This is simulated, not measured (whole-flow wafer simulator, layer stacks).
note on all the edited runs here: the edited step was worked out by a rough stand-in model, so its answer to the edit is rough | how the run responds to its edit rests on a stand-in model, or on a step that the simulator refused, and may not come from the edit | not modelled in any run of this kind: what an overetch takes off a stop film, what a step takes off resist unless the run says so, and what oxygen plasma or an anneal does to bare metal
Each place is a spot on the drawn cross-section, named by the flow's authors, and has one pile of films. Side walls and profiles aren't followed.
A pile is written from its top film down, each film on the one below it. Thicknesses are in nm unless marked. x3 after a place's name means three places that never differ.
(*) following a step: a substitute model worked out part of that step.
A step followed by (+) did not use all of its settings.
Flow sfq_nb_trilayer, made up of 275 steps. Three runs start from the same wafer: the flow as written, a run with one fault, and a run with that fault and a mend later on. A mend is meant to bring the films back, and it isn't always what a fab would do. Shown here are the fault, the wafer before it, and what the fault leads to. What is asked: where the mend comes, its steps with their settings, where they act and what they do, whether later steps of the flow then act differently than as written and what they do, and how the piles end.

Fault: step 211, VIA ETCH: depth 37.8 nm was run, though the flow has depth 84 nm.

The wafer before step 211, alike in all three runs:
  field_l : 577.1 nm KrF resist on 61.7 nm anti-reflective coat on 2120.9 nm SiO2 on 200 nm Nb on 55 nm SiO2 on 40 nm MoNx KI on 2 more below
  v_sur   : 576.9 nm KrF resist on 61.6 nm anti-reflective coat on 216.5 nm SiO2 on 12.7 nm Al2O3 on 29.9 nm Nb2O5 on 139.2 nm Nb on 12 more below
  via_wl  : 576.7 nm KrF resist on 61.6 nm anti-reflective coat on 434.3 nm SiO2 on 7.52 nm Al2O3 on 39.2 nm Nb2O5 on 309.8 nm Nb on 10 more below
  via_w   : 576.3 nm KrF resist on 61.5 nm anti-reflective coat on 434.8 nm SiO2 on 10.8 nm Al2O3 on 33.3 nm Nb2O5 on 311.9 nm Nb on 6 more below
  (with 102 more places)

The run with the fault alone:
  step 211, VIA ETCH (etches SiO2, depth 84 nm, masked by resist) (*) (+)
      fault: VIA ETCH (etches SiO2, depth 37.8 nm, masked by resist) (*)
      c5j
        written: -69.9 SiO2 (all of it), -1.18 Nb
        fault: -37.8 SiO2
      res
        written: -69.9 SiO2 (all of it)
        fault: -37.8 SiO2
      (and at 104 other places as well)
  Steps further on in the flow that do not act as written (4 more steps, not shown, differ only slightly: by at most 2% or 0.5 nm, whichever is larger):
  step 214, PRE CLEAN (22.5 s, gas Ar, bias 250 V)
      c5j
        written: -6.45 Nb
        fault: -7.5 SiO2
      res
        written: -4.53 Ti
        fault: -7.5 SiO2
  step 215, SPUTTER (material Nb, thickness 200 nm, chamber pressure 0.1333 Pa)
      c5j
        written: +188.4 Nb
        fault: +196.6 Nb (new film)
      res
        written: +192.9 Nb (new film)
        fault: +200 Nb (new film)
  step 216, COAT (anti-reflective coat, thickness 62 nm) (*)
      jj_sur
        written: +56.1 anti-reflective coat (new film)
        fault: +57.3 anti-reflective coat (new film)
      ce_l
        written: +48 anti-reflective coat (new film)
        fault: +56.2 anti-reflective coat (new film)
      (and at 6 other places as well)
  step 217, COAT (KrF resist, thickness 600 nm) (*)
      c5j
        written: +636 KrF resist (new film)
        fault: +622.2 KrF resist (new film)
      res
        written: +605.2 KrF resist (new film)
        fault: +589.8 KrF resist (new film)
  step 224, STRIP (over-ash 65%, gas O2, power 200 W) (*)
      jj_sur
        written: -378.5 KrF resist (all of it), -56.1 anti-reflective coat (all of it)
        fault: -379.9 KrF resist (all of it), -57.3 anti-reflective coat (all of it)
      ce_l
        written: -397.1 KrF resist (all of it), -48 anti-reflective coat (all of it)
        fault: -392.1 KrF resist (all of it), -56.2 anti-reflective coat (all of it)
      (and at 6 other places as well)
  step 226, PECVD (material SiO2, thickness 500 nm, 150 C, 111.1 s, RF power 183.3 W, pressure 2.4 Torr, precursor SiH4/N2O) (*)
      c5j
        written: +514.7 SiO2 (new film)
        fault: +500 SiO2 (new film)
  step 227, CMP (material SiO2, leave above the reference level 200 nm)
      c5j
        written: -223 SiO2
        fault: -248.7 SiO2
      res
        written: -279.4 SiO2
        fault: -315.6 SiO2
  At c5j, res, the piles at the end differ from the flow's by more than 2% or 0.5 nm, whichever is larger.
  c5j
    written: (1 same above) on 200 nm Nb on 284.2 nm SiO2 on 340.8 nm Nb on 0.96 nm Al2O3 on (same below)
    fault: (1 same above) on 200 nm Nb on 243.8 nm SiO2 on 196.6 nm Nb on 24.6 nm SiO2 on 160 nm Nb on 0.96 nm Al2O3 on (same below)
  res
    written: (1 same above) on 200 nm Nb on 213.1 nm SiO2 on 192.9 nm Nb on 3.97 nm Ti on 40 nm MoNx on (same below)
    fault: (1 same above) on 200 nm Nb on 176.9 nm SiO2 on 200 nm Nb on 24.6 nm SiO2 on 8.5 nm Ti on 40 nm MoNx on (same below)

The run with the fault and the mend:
  After step 212 comes the mend.
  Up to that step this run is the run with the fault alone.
  step 212a, COAT (anti-reflective coat, thickness 62 nm) (*) (the flow's step 204, run once more)
      ln_m5, lsp_m, p4_fl x3 and 61 more
        +62 anti-reflective coat (new film)
      ln_m6, lsp_r, l0_sur, l0v, wl_a_sl, wl_a_m6, wl_a_sr, wl_g_sr
        +61.9 anti-reflective coat (new film)
      field_l, v_sur
        +61.6 anti-reflective coat (new film)
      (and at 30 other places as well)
  step 212b, COAT (KrF resist, thickness 650 nm) (*) (the flow's step 205, run once more)
      l0v, p4_fl x3, p4_w1 x9 and 35 more
        +650 KrF resist (new film)
      wl_b_m5, wl_b_sr, wl_c_sl and 12 more
        +649.9 KrF resist (new film)
      lsp_r, wl_j_sl, wl_j_sr
        +650.2 KrF resist (new film)
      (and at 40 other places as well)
  step 212c, SOFTBAKE (KrF resist) (the flow's step 206, run once more)
      leaves every film unchanged at each place that is followed
  step 212d, EXPOSE (photomask C5, dose 11.94 mJ/cm2, NA 0.6, wavelength 248 nm) (*) (the flow's step 207, run once more)
      leaves every film unchanged at each place that is followed
  step 212e, PEB (KrF resist, 90 s) (the flow's step 208, run once more)
      field_l, sp_r, moat and 79 more
        -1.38 KrF resist
      v_sur, via_wl, via_w, via_wr, via_sp, be_sur, jj_sur
        -1.37 KrF resist
      via_v, wire, res
        -1.36 KrF resist
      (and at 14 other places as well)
  step 212f, DEVELOP (KrF resist, thickness 650 nm, 60 s) (the flow's step 209, run once more)
      field_l, v_sur, via_wl and 101 more
        -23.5 KrF resist
      c5j
        -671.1 KrF resist (all of it)
      res
        -638.3 KrF resist (all of it)
  step 212g, VIA ETCH (etches anti-reflective coat, depth 125 nm, masked by resist) (*) (+) (the flow's step 210, run once more)
      field_l, v_sur, via_wl and 101 more
        -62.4 KrF resist
      c5j
        -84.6 anti-reflective coat (all of it), -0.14 SiO2
      res
        -74.9 anti-reflective coat (all of it), -0.19 SiO2
  step 212h, VIA ETCH (etches SiO2, depth 46.2 nm, masked by resist) (*) (+) (the flow's step 211, run once more with other settings)
      field_l, v_sur, via_wl and 101 more
        -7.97 KrF resist
      c5j
        -32 SiO2 (all of it), -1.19 Nb
      res
        -31.9 SiO2 (all of it)
  step 212i, STRIP (over-ash 65%, gas O2, power 200 W) (*) (the flow's step 212, run once more)
      p4_fl x3, p4_w1 x9, p4_g1 x2 and 33 more
        -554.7 KrF resist (all of it), -62 anti-reflective coat (all of it)
      wl_b_sr, wl_c_sl, wl_c_m6 and 10 more
        -554.6 KrF resist (all of it), -62 anti-reflective coat (all of it)
      wl_b_sl, wl_b_m5, wl_g_sl, wl_g_m5
        -554.5 KrF resist (all of it), -62 anti-reflective coat (all of it)
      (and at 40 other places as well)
  None of the later steps of the flow differs from how it acts as written, at any place that is followed, by more than 2% or 0.5 nm, whichever is larger.
  By the end, the piles equal the flow's at every place that both follow.
